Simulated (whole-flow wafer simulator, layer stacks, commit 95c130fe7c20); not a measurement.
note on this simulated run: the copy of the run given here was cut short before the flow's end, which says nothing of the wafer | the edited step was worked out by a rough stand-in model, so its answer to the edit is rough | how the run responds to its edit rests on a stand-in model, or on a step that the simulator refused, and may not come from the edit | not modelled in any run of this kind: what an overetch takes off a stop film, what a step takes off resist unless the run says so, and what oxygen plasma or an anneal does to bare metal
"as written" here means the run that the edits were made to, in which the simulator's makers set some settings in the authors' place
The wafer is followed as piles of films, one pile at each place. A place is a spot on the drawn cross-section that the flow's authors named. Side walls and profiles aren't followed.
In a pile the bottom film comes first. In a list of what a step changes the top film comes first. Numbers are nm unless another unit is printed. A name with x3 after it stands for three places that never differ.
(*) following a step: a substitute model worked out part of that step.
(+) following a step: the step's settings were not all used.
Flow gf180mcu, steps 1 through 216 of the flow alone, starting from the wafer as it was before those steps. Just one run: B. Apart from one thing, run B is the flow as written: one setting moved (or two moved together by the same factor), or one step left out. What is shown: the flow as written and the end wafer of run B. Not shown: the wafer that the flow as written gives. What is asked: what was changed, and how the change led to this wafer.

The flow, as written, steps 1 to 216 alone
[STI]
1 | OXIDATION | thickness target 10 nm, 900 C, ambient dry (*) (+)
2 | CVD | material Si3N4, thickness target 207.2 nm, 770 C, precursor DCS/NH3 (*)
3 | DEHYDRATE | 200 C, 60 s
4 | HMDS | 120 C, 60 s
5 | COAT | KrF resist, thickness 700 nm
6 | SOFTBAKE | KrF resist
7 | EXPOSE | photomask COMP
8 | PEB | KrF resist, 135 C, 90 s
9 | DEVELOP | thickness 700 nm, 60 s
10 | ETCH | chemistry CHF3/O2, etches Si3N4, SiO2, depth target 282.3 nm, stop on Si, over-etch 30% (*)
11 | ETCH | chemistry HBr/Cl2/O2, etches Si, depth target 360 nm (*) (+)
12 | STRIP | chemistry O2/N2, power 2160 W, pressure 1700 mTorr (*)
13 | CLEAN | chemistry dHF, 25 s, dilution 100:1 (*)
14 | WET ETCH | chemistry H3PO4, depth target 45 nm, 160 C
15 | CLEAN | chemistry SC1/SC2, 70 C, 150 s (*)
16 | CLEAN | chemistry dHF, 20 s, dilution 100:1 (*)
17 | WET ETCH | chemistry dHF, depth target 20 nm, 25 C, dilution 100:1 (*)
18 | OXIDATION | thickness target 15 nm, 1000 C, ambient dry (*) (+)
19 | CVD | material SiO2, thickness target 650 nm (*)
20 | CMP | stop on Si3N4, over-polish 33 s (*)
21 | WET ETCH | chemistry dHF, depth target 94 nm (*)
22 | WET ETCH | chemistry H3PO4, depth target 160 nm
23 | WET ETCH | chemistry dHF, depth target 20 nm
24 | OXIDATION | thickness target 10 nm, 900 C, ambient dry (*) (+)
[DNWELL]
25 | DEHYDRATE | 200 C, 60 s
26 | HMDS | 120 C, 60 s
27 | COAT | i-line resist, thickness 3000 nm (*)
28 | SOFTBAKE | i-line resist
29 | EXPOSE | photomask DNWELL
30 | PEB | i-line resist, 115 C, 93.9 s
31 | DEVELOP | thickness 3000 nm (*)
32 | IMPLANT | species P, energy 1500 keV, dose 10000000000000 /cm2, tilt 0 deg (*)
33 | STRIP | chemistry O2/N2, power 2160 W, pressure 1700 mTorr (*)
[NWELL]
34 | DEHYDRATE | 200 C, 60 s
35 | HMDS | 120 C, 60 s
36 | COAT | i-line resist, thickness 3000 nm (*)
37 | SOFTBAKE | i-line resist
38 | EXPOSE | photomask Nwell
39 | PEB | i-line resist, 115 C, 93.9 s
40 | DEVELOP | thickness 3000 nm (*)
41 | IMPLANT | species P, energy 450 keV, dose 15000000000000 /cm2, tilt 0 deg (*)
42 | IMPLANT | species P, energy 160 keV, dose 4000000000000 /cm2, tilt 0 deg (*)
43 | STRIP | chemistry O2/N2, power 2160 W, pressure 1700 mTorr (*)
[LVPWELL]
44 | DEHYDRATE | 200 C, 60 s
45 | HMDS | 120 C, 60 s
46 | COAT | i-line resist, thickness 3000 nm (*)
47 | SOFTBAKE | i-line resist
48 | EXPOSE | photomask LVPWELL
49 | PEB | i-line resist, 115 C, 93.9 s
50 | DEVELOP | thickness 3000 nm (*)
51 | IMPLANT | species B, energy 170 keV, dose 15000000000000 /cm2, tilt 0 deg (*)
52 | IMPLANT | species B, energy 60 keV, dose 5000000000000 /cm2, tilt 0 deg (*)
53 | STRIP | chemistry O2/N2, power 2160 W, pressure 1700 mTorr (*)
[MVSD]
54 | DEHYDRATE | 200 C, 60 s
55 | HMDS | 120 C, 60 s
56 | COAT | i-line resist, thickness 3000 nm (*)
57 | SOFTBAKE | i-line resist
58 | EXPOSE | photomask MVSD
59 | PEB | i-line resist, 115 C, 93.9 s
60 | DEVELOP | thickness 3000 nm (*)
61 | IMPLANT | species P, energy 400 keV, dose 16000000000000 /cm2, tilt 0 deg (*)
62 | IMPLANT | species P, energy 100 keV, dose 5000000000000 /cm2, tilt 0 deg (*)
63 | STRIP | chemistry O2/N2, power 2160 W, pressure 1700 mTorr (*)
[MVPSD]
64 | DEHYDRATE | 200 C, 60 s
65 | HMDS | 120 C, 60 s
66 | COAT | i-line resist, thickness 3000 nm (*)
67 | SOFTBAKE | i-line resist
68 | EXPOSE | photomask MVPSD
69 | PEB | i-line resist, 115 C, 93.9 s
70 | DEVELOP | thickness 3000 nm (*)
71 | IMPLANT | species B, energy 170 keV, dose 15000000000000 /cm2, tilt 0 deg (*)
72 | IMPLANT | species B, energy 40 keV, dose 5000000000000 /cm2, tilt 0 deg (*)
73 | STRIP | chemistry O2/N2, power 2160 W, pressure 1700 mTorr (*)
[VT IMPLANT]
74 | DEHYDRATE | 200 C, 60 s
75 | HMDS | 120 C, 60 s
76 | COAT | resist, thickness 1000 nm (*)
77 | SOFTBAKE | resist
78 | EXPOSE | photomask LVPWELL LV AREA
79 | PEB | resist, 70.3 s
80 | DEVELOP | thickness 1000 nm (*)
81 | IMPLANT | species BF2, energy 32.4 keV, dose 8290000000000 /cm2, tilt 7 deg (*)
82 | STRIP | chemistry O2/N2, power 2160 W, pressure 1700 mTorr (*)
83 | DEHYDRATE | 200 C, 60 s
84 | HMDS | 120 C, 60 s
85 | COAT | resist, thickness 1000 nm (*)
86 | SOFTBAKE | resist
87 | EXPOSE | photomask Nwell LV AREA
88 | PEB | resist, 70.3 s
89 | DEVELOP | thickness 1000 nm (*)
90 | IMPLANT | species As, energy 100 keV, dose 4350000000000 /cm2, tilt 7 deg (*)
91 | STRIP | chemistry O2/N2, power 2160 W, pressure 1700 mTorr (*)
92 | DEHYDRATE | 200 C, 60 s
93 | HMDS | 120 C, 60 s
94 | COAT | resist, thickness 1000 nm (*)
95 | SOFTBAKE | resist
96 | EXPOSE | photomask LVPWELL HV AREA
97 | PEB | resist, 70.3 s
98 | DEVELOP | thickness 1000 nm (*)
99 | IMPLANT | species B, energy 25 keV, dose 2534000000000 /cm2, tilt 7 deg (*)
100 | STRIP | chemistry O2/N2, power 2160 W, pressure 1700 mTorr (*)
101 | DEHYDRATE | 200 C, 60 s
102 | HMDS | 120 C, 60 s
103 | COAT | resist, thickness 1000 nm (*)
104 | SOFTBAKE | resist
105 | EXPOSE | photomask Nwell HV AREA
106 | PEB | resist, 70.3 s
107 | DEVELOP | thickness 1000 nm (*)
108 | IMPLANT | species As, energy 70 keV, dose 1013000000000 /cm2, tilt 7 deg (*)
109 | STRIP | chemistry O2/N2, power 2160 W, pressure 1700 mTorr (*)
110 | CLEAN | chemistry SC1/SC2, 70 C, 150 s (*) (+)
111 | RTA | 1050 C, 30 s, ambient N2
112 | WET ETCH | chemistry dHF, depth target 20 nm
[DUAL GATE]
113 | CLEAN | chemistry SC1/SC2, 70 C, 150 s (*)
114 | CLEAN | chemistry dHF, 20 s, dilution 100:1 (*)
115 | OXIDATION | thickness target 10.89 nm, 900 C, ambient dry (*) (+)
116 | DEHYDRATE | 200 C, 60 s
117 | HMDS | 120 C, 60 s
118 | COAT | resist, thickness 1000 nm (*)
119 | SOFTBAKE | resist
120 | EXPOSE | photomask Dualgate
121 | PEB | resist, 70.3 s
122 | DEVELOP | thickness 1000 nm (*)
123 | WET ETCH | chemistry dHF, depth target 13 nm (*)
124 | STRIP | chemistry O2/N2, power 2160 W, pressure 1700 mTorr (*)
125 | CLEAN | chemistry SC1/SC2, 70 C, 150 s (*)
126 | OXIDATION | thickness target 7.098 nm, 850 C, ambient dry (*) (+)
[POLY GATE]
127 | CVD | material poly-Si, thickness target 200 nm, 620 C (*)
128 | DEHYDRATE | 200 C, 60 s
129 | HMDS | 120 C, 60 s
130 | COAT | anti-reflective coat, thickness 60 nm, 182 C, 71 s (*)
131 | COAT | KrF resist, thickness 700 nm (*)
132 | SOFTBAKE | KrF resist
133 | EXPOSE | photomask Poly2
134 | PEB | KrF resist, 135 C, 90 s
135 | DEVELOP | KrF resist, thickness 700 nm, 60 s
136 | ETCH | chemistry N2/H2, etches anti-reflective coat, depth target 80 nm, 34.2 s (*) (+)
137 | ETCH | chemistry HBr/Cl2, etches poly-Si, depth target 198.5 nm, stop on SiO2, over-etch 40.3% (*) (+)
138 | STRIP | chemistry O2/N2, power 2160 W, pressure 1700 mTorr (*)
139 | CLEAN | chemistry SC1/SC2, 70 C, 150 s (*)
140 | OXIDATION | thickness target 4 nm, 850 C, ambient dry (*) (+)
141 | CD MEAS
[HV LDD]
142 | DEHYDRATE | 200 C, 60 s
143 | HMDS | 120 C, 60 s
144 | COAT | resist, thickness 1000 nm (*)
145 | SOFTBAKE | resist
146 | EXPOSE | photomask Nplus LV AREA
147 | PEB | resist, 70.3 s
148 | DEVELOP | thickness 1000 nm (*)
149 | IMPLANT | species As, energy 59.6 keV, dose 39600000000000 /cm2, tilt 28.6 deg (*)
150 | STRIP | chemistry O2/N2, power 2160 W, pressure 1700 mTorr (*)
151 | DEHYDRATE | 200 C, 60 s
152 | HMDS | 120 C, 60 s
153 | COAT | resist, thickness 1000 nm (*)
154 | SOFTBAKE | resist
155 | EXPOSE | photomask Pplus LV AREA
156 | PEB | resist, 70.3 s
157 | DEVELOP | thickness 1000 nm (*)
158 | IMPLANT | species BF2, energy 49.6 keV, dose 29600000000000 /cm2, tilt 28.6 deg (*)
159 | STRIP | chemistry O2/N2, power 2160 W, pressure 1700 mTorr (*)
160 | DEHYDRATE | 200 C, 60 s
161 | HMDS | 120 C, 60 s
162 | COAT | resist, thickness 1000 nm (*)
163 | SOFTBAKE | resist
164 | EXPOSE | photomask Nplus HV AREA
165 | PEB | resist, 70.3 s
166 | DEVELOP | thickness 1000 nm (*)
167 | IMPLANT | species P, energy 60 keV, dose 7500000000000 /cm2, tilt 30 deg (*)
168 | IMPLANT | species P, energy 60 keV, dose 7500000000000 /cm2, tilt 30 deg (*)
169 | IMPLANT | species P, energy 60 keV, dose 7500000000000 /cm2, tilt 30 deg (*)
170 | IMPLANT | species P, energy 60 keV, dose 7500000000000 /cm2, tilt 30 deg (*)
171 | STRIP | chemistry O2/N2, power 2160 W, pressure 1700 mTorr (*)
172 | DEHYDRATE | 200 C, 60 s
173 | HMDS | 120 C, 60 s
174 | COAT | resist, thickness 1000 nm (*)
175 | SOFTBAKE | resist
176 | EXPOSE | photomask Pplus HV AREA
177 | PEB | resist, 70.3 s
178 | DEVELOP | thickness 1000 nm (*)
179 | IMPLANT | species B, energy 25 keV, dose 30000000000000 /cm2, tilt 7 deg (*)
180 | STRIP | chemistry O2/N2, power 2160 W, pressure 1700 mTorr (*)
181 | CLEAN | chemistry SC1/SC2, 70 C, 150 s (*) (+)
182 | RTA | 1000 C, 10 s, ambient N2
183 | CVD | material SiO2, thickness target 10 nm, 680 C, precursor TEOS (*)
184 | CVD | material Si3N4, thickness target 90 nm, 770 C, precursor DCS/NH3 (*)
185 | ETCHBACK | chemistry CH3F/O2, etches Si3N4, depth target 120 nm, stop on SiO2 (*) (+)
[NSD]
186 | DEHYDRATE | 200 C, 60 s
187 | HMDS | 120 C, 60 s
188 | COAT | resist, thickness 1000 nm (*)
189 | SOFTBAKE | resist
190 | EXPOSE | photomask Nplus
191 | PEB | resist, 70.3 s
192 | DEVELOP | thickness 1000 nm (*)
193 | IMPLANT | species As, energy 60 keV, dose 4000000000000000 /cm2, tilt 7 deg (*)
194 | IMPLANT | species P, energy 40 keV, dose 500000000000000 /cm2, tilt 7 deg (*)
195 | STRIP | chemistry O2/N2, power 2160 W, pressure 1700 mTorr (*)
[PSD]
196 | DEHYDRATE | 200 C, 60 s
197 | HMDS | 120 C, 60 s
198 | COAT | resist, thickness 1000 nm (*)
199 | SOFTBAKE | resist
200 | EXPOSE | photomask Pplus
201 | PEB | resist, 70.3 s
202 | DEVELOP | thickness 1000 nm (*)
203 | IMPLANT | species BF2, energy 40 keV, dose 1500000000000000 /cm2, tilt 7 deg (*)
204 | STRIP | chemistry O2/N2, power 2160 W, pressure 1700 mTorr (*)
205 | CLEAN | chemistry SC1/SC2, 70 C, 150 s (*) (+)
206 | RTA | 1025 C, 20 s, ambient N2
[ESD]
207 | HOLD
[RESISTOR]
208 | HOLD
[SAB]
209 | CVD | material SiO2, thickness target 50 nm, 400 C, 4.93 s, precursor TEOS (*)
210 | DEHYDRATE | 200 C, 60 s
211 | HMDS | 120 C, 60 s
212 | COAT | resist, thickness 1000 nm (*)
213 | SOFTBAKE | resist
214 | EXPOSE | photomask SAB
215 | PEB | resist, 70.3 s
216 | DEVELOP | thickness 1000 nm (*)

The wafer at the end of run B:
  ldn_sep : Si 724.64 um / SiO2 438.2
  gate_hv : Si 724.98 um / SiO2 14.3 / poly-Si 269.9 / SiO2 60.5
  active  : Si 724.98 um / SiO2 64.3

What caused this: step 127, CVD: thickness target 272 nm was run, while the flow as written has thickness target 200 nm.

Step by step, how the change led to this:
  127 | CVD | material poly-Si, thickness target 200 nm, 620 C (*)
      field, field__w1, field__w2 and 89 more: +272 poly-Si (new film) (as written it would have been: +200 poly-Si (new film))
  137 | ETCH | chemistry HBr/Cl2, etches poly-Si, depth target 198.5 nm, stop on SiO2, over-etch 40.3% (*) (+)
      field__w6, sti, m1 and 11 more: -270.8 poly-Si (all of it) (as written it would have been: -198.8 poly-Si (all of it), -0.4 SiO2)
      field__w1, field__w2, ld_drift_n, ld_drift_p, nw_enc_fld, ldn_sep, ldn_dft, ldp_dft: -270.6 poly-Si (all of it) (as written it would have been: -198.6 poly-Si (all of it), -0.4 SiO2)
      (and at 42 other places as well)
  144 | COAT | resist, thickness 1000 nm (*)
      polyc_n, polyc_p: +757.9 resist (new film) (as written it would have been: +817.8 resist (new film))
      gate: +777.6 resist (new film) (as written it would have been: +837.3 resist (new film))
      (and at 28 other places as well)
  145 | SOFTBAKE | resist
      field__w1: +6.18 resist (as written it would have been: +4.19 resist)
      field__w2: +4.19 resist (as written it would have been: +2.82 resist)
      (and at 73 other places as well)
  147 | PEB | resist, 70.3 s
      ldn_ch, ldn_acc, ldp_ch, ldp_acc: -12 resist (as written it would have been: -13 resist)
      gate_p, ppoly_u, gate_hv5: -11.7 resist (as written it would have been: -12.8 resist)
      (and at 25 other places as well)
  148 | DEVELOP | thickness 1000 nm (*)
      gate: -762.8 resist (all of it) (as written it would have been: -822.7 resist (all of it))
      npoly_u: -763.4 resist (all of it) (as written it would have been: -821.5 resist (all of it))
      (and at 3 other places as well)
  150 | STRIP | chemistry O2/N2, power 2160 W, pressure 1700 mTorr (*)
      gate_hv: -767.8 resist (all of it) (as written it would have been: -824.2 resist (all of it))
      gate_p: -770.3 resist (all of it) (as written it would have been: -828.7 resist (all of it))
      (and at 24 other places as well)
  153 | COAT | resist, thickness 1000 nm (*)
      polyc_n, polyc_p: +757.9 resist (new film) (as written it would have been: +817.8 resist (new film))
      gate: +777.6 resist (new film) (as written it would have been: +837.3 resist (new film))
      (and at 28 other places as well)
  154 | SOFTBAKE | resist
      field__w1: +6.18 resist (as written it would have been: +4.19 resist)
      field__w2: +4.19 resist (as written it would have been: +2.82 resist)
      (and at 73 other places as well)
  156 | PEB | resist, 70.3 s
      ldn_ch, ldn_acc, ldp_ch, ldp_acc: -12 resist (as written it would have been: -13 resist)
      gate_p, ppoly_u, gate_hv5: -11.7 resist (as written it would have been: -12.8 resist)
      (and at 25 other places as well)
  157 | DEVELOP | thickness 1000 nm (*)
      gate_p: -770.3 resist (all of it) (as written it would have been: -828.7 resist (all of it))
      ppoly_u: -771 resist (all of it) (as written it would have been: -827 resist (all of it))
      (and at 3 other places as well)
  159 | STRIP | chemistry O2/N2, power 2160 W, pressure 1700 mTorr (*)
      gate: -762.8 resist (all of it) (as written it would have been: -822.7 resist (all of it))
      gate_hv: -767.8 resist (all of it) (as written it would have been: -824.2 resist (all of it))
      (and at 24 other places as well)
  162 | COAT | resist, thickness 1000 nm (*)
      polyc_n, polyc_p: +757.9 resist (new film) (as written it would have been: +817.8 resist (new film))
      gate: +777.6 resist (new film) (as written it would have been: +837.3 resist (new film))
      (and at 28 other places as well)
  163 | SOFTBAKE | resist
      field__w1: +6.18 resist (as written it would have been: +4.19 resist)
      field__w2: +4.19 resist (as written it would have been: +2.82 resist)
      (and at 73 other places as well)
  165 | PEB | resist, 70.3 s
      ldn_ch, ldn_acc, ldp_ch, ldp_acc: -12 resist (as written it would have been: -13 resist)
      gate_p, ppoly_u, gate_hv5: -11.7 resist (as written it would have been: -12.8 resist)
      (and at 25 other places as well)
  166 | DEVELOP | thickness 1000 nm (*)
      gate_hv: -767.8 resist (all of it) (as written it would have been: -824.2 resist (all of it))
      gate_nat: -809 resist (all of it) (as written it would have been: -854.5 resist (all of it))
      (and at 8 other places as well)
  ... 20 further steps ...
  216 | DEVELOP | thickness 1000 nm (*)
      field__w3, field__w12: -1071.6 resist (all of it) (as written it would have been: -1049.4 resist (all of it))
      field__w2: -1057.4 resist (all of it) (as written it would have been: -1035.2 resist (all of it))
      (and at 39 other places as well)
